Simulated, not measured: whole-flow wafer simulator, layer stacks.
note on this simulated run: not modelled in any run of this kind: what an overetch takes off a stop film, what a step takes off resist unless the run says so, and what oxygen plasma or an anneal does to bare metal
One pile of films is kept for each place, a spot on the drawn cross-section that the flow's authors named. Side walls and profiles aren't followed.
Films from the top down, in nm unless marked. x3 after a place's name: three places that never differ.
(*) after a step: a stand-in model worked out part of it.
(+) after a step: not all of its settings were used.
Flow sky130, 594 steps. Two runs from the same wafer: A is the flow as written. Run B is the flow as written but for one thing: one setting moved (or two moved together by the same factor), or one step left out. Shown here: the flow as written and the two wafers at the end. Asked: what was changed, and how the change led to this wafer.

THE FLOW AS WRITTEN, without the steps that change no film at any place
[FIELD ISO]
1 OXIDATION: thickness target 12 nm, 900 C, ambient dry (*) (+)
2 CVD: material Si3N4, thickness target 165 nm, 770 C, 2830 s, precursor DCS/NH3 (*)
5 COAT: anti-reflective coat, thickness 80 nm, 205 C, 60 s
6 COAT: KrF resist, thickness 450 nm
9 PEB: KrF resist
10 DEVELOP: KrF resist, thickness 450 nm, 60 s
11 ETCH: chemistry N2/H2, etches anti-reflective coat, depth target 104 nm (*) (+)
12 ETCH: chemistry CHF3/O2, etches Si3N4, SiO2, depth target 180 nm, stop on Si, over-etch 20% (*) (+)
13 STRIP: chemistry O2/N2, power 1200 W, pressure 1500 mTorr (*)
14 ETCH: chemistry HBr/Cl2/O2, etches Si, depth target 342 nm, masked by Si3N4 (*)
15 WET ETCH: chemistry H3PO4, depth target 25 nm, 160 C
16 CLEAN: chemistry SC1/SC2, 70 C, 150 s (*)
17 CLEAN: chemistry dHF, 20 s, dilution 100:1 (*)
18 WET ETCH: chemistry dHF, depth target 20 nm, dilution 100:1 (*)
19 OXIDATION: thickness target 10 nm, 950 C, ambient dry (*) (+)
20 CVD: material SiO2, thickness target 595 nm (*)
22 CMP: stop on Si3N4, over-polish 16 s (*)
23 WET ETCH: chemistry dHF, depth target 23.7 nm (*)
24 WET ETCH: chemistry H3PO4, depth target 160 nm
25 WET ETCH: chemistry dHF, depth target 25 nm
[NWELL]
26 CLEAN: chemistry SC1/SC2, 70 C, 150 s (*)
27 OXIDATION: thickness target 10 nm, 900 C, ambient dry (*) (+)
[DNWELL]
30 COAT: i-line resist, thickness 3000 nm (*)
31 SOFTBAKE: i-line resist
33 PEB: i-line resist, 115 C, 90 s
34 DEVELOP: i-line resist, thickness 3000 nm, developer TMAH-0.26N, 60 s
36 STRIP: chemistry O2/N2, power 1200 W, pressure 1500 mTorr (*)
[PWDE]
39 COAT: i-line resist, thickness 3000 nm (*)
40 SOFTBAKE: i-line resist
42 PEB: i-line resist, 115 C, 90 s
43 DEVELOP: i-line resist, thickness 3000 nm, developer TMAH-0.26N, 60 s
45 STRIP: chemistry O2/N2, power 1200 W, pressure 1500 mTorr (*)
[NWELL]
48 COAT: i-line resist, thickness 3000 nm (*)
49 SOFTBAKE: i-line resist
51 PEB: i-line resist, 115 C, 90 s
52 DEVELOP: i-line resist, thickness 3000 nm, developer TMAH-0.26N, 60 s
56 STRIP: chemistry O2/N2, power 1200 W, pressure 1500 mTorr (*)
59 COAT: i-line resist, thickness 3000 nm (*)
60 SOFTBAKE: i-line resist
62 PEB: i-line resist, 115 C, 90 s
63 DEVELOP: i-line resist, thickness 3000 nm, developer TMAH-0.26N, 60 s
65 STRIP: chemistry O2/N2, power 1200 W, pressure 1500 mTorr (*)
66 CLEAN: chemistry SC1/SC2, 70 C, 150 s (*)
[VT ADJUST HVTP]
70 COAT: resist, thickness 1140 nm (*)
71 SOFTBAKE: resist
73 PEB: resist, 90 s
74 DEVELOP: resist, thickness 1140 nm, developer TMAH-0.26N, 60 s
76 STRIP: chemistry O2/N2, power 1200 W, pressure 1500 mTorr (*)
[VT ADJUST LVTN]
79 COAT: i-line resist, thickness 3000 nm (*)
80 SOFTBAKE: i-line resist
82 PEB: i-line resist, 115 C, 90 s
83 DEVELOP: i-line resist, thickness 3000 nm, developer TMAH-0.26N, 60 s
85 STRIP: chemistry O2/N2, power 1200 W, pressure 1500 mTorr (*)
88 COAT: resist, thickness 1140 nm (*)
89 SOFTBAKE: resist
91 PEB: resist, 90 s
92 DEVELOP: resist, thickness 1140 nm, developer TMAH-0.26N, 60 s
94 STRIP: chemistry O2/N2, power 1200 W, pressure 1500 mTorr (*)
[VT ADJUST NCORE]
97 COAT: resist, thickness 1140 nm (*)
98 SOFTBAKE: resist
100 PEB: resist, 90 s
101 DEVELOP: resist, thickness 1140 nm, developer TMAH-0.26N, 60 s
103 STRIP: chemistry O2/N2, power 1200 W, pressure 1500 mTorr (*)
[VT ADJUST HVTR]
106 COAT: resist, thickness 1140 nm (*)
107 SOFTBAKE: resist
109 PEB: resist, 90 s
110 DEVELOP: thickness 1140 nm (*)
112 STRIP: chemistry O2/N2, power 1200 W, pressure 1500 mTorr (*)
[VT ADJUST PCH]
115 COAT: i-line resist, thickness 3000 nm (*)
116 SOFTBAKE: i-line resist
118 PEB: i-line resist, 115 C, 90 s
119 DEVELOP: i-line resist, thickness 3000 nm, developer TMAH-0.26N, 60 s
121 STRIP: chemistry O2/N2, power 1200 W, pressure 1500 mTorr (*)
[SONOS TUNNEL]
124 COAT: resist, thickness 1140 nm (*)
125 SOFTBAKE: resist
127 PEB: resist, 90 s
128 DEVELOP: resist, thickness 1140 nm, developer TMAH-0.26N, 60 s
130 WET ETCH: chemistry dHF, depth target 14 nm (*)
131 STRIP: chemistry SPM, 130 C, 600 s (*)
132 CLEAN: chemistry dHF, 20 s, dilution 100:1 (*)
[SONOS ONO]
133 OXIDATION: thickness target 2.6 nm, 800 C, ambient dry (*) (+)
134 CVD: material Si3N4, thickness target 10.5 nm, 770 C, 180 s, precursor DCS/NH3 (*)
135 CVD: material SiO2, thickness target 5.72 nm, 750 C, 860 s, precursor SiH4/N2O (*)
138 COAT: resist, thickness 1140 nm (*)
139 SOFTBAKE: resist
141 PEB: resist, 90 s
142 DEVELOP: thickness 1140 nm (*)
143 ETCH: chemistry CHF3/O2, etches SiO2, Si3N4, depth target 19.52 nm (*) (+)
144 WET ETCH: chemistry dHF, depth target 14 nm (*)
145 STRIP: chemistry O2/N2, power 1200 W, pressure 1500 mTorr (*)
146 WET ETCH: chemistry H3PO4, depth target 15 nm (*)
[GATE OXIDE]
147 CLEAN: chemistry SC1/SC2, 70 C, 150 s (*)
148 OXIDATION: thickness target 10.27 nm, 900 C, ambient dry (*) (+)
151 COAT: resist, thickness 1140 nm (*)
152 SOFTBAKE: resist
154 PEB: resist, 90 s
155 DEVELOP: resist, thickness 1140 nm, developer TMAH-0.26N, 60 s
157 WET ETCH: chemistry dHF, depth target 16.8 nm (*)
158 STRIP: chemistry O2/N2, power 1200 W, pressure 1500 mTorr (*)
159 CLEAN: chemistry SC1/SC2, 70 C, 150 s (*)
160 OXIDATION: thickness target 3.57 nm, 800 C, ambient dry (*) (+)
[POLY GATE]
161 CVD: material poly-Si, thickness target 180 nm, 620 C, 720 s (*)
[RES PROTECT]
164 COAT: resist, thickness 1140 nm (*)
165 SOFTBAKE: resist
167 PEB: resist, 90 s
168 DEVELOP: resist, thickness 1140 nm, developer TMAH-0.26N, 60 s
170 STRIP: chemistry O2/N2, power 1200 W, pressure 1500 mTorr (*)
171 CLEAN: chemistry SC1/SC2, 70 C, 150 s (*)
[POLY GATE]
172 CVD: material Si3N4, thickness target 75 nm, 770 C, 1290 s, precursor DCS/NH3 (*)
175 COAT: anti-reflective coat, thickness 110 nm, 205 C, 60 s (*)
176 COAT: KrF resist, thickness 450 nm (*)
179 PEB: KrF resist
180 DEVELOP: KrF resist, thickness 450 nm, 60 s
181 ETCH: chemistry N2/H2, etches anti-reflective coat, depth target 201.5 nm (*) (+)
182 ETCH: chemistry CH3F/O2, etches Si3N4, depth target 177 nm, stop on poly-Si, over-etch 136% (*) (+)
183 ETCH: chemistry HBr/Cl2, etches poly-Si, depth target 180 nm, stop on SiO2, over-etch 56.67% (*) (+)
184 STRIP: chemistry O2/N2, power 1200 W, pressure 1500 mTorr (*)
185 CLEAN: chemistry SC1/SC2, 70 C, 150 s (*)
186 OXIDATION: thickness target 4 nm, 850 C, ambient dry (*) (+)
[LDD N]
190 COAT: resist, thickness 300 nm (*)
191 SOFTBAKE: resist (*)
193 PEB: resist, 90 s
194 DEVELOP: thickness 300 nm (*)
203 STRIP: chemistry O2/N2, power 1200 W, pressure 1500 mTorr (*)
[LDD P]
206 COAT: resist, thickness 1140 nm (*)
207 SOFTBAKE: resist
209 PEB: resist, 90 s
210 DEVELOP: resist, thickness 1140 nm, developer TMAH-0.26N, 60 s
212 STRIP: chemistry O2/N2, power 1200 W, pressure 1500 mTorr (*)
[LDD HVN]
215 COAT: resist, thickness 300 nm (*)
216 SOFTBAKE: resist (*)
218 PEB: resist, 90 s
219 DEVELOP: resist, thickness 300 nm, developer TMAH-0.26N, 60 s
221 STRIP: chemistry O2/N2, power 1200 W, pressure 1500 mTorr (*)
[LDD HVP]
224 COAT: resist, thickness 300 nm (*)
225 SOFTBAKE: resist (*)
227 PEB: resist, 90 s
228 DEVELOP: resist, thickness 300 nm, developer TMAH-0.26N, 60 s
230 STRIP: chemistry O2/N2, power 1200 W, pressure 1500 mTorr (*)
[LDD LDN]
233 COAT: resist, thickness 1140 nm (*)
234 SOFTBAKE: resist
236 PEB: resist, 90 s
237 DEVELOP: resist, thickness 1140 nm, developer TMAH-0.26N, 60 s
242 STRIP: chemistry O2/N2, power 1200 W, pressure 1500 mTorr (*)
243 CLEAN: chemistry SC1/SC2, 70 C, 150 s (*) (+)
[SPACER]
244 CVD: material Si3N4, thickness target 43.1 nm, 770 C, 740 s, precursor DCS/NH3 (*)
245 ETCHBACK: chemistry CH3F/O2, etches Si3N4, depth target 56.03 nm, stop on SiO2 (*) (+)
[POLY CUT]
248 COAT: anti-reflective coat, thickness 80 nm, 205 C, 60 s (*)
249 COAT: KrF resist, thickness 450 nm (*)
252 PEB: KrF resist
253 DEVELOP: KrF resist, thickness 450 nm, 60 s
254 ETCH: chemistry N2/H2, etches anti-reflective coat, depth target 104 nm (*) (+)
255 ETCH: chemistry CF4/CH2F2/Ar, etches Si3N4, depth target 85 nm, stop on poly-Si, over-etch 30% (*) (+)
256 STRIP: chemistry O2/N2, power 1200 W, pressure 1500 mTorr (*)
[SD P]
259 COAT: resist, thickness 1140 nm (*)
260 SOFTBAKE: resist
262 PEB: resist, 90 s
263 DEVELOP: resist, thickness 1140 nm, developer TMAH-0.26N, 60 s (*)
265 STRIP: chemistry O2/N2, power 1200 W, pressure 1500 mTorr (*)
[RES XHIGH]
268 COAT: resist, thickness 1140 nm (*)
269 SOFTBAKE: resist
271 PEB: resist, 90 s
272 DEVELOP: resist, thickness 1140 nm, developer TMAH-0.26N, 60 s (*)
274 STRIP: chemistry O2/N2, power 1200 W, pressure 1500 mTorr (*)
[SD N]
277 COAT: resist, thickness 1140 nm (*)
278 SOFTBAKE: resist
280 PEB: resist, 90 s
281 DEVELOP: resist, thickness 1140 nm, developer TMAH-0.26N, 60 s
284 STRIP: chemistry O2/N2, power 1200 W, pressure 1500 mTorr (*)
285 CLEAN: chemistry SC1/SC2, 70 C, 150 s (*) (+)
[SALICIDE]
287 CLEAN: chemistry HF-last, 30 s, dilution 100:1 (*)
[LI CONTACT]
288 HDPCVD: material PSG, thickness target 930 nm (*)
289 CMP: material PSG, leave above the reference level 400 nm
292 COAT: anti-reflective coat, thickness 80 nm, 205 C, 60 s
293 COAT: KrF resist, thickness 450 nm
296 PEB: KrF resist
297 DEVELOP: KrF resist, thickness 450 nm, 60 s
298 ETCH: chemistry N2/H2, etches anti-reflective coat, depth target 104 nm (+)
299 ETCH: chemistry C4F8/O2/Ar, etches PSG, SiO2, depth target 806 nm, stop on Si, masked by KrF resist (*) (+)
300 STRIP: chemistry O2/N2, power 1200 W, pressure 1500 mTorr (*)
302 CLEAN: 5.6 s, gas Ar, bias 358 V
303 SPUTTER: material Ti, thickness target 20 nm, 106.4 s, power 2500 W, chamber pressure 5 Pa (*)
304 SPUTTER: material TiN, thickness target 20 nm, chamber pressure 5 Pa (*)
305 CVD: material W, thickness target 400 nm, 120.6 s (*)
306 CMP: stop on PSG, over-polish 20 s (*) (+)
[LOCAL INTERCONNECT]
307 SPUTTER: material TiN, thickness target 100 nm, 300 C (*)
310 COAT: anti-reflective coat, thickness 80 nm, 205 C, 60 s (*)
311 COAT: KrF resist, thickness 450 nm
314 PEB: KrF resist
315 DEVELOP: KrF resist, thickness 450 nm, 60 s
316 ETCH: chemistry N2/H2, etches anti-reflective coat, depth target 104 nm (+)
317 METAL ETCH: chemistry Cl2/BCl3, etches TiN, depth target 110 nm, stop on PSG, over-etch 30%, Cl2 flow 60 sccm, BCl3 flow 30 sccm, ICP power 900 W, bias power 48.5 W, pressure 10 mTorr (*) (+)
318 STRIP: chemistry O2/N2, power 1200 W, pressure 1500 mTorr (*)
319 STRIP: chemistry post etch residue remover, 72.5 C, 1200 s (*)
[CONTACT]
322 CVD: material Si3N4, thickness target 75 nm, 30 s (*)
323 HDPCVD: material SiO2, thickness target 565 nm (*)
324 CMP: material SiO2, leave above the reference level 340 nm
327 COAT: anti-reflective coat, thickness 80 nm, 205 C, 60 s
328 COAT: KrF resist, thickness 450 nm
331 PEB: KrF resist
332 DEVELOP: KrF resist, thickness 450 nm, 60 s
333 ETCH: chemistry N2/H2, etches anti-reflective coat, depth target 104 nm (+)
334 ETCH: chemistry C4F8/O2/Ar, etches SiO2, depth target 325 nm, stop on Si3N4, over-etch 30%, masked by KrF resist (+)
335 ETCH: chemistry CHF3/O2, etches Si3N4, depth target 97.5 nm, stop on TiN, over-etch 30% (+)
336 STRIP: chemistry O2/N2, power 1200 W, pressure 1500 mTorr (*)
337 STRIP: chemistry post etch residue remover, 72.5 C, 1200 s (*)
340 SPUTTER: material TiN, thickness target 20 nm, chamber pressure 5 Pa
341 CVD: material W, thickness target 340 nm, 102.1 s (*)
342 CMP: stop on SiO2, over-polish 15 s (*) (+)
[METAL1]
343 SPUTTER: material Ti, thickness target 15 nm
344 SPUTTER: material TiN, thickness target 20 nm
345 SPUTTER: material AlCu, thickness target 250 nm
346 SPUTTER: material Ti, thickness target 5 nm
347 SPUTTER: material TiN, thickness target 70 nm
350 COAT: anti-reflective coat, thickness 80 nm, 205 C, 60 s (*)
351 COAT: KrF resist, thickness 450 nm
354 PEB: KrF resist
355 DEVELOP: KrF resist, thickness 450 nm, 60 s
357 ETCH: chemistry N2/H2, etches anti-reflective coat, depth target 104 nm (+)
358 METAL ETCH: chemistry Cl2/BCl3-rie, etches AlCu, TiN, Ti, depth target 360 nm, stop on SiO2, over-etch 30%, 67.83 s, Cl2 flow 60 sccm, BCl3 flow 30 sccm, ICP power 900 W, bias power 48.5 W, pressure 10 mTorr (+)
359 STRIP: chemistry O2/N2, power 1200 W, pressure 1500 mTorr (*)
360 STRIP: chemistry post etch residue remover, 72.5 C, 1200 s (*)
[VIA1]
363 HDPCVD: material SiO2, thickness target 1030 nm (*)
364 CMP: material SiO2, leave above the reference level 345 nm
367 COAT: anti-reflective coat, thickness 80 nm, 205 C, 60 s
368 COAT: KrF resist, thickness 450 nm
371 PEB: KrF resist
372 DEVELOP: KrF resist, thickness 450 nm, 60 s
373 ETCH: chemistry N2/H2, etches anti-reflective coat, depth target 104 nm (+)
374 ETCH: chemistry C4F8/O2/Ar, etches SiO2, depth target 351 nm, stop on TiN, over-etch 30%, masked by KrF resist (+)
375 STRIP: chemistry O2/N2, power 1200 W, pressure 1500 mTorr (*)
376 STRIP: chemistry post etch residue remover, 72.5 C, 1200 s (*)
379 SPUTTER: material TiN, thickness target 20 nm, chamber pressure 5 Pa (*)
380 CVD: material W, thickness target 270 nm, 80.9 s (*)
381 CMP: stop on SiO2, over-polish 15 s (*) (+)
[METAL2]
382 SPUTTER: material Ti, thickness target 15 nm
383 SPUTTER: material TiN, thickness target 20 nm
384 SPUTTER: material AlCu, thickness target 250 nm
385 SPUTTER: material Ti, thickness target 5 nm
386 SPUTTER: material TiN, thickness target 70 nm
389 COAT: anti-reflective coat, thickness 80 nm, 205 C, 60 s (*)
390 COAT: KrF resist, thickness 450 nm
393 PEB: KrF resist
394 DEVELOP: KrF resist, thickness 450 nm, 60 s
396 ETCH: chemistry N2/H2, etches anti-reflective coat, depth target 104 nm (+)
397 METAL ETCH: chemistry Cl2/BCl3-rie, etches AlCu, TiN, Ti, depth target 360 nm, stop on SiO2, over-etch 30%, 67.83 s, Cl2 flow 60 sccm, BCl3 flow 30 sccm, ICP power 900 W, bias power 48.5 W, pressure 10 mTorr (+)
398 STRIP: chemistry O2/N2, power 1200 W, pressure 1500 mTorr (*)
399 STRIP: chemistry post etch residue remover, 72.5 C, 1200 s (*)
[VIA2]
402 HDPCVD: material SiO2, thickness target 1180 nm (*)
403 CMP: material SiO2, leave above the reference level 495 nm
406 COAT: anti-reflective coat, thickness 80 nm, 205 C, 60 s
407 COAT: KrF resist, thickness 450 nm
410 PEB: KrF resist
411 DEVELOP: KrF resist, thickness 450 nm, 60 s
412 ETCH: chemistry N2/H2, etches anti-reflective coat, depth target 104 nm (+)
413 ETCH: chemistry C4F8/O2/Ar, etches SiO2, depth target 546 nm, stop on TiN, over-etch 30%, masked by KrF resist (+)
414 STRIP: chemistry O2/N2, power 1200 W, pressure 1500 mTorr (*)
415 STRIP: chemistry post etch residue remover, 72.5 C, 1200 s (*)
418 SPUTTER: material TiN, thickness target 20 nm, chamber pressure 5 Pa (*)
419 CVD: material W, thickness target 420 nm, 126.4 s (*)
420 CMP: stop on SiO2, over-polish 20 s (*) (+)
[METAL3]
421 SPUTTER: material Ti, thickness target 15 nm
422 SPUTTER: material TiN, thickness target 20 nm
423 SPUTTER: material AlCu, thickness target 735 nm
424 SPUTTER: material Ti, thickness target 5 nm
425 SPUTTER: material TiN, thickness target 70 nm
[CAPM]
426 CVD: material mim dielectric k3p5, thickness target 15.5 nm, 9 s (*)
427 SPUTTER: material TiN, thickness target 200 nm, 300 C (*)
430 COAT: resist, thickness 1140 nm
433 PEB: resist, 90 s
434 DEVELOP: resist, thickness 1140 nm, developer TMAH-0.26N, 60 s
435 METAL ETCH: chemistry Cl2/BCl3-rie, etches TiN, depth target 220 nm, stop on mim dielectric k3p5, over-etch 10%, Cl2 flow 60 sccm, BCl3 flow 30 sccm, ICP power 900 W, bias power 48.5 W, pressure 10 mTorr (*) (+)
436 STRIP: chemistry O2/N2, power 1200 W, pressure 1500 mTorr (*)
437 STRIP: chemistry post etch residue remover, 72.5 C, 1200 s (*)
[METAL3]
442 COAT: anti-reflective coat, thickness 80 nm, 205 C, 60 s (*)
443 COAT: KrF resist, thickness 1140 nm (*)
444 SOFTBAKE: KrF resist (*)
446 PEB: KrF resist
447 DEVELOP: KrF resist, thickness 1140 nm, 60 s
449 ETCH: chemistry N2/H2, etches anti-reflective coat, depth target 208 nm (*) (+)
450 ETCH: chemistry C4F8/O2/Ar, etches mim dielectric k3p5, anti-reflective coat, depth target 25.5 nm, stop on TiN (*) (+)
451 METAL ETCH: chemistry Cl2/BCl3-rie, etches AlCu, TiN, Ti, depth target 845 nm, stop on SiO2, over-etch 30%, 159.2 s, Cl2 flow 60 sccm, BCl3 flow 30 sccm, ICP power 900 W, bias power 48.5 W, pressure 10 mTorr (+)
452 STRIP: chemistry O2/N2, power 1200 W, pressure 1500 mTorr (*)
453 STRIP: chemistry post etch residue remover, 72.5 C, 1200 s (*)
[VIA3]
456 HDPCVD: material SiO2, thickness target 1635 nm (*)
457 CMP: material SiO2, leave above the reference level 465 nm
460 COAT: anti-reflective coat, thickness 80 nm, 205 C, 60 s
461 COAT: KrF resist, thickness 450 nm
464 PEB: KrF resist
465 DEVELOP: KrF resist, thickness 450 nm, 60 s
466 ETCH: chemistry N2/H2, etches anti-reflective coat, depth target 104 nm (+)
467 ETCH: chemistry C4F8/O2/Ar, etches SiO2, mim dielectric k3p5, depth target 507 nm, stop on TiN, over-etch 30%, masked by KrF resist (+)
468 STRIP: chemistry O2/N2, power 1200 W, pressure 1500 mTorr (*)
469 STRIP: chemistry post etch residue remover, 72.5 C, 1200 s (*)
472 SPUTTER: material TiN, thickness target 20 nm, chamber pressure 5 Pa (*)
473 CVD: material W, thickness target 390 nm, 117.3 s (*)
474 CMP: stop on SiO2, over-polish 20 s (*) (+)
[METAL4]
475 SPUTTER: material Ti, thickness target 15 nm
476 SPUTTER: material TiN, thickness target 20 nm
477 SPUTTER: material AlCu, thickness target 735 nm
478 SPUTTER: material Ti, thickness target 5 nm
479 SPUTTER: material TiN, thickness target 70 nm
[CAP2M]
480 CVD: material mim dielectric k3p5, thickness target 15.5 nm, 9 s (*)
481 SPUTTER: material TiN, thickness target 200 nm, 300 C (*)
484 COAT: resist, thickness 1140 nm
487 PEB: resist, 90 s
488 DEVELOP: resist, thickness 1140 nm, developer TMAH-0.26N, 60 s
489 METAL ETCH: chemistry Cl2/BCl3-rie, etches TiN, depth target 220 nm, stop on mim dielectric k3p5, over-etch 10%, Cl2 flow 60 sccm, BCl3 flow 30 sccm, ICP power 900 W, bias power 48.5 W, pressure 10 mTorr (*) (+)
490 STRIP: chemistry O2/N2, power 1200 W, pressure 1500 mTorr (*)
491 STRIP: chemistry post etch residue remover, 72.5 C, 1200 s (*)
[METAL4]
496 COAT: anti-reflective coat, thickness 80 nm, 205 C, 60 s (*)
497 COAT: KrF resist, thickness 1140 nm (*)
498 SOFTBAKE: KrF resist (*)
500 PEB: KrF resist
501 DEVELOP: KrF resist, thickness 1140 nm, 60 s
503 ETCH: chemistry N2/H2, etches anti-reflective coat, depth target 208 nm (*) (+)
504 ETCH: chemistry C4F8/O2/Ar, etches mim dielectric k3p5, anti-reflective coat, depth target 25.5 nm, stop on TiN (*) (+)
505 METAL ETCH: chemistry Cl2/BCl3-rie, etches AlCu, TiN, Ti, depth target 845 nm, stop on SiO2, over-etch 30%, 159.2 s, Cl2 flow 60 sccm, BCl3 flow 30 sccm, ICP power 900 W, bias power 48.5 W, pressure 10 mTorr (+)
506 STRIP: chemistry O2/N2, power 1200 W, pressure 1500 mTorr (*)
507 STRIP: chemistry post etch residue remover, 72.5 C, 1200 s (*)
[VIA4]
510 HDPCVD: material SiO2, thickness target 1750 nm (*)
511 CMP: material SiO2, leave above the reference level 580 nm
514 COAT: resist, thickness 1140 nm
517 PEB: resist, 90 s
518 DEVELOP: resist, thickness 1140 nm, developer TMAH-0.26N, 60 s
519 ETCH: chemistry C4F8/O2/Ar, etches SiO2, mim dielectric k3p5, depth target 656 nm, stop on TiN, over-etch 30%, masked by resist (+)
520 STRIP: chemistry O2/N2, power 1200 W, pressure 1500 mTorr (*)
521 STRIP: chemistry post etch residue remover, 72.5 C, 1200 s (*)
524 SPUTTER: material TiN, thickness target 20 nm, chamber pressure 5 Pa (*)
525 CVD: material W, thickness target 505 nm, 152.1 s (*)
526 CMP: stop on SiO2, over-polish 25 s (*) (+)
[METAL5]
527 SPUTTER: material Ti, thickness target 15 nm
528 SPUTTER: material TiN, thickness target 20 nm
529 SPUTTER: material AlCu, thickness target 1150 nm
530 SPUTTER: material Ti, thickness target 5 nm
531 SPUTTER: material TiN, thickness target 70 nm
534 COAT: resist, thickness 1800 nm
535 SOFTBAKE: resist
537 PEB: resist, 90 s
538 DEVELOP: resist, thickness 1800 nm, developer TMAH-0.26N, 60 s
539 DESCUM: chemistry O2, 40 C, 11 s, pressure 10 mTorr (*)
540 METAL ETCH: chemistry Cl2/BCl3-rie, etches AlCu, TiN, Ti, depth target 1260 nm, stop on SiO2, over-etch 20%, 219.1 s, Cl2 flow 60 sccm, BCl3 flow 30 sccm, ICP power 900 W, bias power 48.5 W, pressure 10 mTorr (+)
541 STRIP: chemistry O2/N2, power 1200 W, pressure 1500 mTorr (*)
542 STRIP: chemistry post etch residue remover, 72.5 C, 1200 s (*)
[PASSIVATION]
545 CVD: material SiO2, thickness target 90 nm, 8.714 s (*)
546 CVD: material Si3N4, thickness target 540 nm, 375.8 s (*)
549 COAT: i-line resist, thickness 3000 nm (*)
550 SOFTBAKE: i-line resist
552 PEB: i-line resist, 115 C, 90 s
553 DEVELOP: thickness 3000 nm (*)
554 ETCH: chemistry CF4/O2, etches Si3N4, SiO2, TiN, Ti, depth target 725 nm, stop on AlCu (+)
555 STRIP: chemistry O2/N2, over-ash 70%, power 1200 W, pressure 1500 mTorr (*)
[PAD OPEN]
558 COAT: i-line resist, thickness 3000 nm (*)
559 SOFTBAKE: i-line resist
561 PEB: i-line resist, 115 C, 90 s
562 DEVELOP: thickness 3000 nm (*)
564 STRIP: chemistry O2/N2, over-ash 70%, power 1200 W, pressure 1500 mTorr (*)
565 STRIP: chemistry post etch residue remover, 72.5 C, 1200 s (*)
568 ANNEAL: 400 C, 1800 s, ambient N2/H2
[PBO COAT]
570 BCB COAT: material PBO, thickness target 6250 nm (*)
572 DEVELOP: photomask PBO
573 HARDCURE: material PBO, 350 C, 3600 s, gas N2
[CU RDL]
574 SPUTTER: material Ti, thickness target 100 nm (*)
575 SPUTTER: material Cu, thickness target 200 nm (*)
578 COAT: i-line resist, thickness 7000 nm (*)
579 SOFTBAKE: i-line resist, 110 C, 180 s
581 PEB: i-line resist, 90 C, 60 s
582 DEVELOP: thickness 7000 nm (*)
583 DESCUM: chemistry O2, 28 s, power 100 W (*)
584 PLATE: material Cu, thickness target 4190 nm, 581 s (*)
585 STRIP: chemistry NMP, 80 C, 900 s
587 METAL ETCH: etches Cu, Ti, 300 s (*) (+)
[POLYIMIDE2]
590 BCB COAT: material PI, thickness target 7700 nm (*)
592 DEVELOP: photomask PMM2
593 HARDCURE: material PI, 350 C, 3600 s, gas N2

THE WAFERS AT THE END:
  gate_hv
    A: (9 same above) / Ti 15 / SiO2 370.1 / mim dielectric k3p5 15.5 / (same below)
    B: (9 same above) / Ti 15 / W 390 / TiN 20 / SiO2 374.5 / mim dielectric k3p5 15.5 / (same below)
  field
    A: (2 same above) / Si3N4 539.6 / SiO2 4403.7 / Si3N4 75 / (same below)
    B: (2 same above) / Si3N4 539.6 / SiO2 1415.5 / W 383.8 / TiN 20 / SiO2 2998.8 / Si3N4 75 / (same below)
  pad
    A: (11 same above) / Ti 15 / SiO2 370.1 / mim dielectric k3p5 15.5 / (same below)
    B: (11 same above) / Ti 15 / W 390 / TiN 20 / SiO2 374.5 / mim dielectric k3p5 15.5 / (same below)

The cause: step 474, CMP: stop on SiO2, over-polish 20 s (*) (+), was left out.

How the change led to this, step by step:
  505 METAL ETCH: chemistry Cl2/BCl3-rie, etches AlCu, TiN, Ti, depth target 845 nm, stop on SiO2, over-etch 30%, 159.2 s, Cl2 flow 60 sccm, BCl3 flow 30 sccm, ICP power 900 W, bias power 48.5 W, pressure 10 mTorr (+)
      field, active, gate and 70 more: A TiN -70 (all of it), Ti -5 (all of it), AlCu -735 (all of it), TiN -20 (all of it), Ti -15 (all of it), SiO2 -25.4 | B TiN -70 (all of it), Ti -5 (all of it), AlCu -735 (all of it), TiN -20 (all of it), Ti -15 (all of it)
      vpp_iso1, mim_edge_plate, m1_ln and 12 more: A TiN -70 (all of it), Ti -5 (all of it), AlCu -735 (all of it), TiN -20 (all of it), Ti -15 (all of it), SiO2 -25.3 | B TiN -70 (all of it), Ti -5 (all of it), AlCu -735 (all of it), TiN -20 (all of it), Ti -15 (all of it)
  507 STRIP: chemistry post etch residue remover, 72.5 C, 1200 s (*)
      field, active, gate and 85 more: A nothing | B W -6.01
  510 HDPCVD: material SiO2, thickness target 1750 nm (*)
      field, active, gate and 85 more: A SiO2 +1750 | B SiO2 +1750 (new film)
  511 CMP: material SiO2, leave above the reference level 580 nm
      field, active, gate and 76 more: A SiO2 -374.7 | B SiO2 -393.8
      iso_guard__w1, mim_edge_gap, vpp_l1ln and 6 more: A SiO2 -374.6 | B SiO2 -393.8
Counting metal films that touch as one body, field has 1 body; the flow as written gives 0 bodies.
